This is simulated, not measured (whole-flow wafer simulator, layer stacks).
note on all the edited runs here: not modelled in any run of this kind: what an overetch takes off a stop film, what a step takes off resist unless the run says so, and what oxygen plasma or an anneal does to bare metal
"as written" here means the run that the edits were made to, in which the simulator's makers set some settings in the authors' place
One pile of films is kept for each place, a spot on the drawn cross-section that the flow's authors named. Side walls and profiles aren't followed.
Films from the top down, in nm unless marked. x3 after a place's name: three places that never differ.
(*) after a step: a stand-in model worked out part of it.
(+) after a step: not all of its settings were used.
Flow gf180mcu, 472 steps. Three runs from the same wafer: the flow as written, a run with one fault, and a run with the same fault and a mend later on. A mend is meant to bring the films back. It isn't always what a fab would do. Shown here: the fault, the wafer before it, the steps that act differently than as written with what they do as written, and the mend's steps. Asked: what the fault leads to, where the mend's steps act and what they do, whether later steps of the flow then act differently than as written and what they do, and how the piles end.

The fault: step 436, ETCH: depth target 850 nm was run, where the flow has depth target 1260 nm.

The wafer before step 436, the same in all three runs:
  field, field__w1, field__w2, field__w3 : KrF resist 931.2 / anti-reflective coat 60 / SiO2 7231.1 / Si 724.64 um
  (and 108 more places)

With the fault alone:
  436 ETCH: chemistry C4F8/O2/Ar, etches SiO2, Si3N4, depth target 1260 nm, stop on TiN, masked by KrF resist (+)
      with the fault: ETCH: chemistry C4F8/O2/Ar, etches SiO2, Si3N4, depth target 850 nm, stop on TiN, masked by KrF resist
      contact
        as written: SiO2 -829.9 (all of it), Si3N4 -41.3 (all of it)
        with the fault: SiO2 -829.9 (all of it), Si3N4 -20.1
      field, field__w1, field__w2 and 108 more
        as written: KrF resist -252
        with the fault: KrF resist -170
  Later steps of the flow that act differently than as written (4 more steps differ only slightly, by at most 2% or 0.5 nm, whichever is larger, and aren't shown):
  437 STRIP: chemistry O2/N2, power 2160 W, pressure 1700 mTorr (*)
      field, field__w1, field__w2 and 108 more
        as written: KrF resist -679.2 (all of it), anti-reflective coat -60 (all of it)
        with the fault: KrF resist -761.2 (all of it), anti-reflective coat -60 (all of it)
  At the end the piles differ from the flow's by more than 2% or 0.5 nm, whichever is larger, at contact.
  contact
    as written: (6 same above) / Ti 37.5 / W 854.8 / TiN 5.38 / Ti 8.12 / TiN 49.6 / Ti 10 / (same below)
    with the fault: (6 same above) / Ti 37.5 / W 833.4 / TiN 5.45 / Ti 8.22 / Si3N4 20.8 / TiN 50 / Ti 10 / (same below)

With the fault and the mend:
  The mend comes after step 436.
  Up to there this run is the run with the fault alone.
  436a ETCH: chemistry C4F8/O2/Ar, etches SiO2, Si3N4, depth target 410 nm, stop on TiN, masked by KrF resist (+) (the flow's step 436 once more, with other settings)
      field, field__w1, field__w2 and 108 more
        KrF resist -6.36
      contact
        Si3N4 -21.2 (all of it)
  Later steps of the flow that act differently than as written:
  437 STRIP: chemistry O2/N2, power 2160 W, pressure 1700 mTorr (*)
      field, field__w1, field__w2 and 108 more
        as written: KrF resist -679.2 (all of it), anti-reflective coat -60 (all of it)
        with the mend: KrF resist -754.8 (all of it), anti-reflective coat -60 (all of it)
  At the end the piles are the same as the flow's at every place that both follow.
